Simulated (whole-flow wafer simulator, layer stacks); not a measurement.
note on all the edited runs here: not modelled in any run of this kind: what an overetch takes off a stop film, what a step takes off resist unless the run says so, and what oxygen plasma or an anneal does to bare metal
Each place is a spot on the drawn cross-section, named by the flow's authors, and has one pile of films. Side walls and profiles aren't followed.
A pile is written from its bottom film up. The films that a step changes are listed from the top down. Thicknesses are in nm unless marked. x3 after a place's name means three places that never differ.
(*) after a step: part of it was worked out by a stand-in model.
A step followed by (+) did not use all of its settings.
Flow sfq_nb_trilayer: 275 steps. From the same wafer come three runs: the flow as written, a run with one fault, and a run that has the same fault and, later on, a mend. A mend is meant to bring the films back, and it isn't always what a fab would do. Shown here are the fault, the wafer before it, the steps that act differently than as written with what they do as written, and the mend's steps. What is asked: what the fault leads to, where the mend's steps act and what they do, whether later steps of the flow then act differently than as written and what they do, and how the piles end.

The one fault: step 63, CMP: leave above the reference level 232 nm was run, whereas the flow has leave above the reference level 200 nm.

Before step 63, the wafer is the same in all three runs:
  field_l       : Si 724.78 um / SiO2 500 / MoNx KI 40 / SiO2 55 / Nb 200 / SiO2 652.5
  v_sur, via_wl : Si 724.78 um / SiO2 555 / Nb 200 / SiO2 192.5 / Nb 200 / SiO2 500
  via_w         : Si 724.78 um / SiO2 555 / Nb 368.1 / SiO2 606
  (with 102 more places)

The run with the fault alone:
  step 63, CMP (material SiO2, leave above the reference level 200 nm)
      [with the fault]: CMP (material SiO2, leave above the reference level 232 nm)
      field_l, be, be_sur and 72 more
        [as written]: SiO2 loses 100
        [with the fault]: SiO2 loses 68
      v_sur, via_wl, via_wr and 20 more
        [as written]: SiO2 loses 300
        [with the fault]: SiO2 loses 268
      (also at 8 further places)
  Later steps of the flow acting differently than as written (not shown: 3 more steps that differ only slightly, by at most 2% or 0.5 nm, whichever is larger):
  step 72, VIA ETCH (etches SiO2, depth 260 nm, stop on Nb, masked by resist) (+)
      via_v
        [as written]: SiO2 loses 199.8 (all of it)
        [with the fault]: SiO2 loses 231.8 (all of it)
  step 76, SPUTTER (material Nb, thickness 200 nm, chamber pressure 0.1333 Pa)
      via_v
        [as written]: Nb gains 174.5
        [with the fault]: Nb gains 168.6
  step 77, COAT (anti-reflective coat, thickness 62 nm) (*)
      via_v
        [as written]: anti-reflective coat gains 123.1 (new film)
        [with the fault]: anti-reflective coat gains 130 (new film)
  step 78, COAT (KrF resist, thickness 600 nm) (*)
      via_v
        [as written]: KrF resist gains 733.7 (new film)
        [with the fault]: KrF resist gains 759.6 (new film)
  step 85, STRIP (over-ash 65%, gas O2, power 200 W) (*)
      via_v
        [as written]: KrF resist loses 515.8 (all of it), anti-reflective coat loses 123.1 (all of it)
        [with the fault]: KrF resist loses 541.5 (all of it), anti-reflective coat loses 130 (all of it)
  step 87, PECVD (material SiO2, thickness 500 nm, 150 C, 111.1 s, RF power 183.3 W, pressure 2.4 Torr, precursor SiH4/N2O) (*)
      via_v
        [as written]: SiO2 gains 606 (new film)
        [with the fault]: SiO2 gains 644 (new film)
  The piles end different from the flow's at v_sur, via_wl, via_w and 36 more by more than 2% or 0.5 nm, whichever is larger.
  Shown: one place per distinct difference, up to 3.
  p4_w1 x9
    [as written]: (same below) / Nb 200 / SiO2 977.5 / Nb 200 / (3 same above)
    [with the fault]: (same below) / Nb 200 / SiO2 1009.5 / Nb 200 / (3 same above)
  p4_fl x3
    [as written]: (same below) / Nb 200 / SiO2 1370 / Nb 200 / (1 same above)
    [with the fault]: (same below) / Nb 200 / SiO2 1402 / Nb 200 / (1 same above)
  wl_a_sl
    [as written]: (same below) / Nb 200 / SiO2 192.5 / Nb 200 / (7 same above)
    [with the fault]: (same below) / Nb 200 / SiO2 224.5 / Nb 200 / (7 same above)

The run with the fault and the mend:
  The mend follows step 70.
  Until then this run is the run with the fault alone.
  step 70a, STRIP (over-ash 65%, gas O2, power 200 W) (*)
      field_l, v_sur, via_wl and 102 more
        KrF resist loses 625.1 (all of it), anti-reflective coat loses 62 (all of it)
      via_v
        anti-reflective coat loses 62 (all of it)
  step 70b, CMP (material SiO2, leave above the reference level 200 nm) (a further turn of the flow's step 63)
      field_l, v_sur, via_wl and 103 more
        SiO2 loses 32
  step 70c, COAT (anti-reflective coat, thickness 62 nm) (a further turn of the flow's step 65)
      field_l, v_sur, via_wl and 103 more
        anti-reflective coat gains 62 (new film)
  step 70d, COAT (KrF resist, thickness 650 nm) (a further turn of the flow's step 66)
      field_l, v_sur, via_wl and 103 more
        KrF resist gains 650 (new film)
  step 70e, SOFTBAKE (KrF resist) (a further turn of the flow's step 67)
      leaves every film unchanged at each place that is followed
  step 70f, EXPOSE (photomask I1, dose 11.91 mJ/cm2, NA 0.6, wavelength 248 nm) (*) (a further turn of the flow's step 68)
      leaves every film unchanged at each place that is followed
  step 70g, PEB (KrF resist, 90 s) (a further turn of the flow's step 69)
      field_l, v_sur, via_wl and 103 more
        KrF resist loses 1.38
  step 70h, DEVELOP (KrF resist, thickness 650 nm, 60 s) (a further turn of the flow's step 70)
      field_l, v_sur, via_wl and 102 more
        KrF resist loses 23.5
      via_v
        KrF resist loses 648.6 (all of it)
  None of the later steps of the flow acts differently than as written at any place that is followed.
  At every place that both follow, the piles at the end match the flow's.
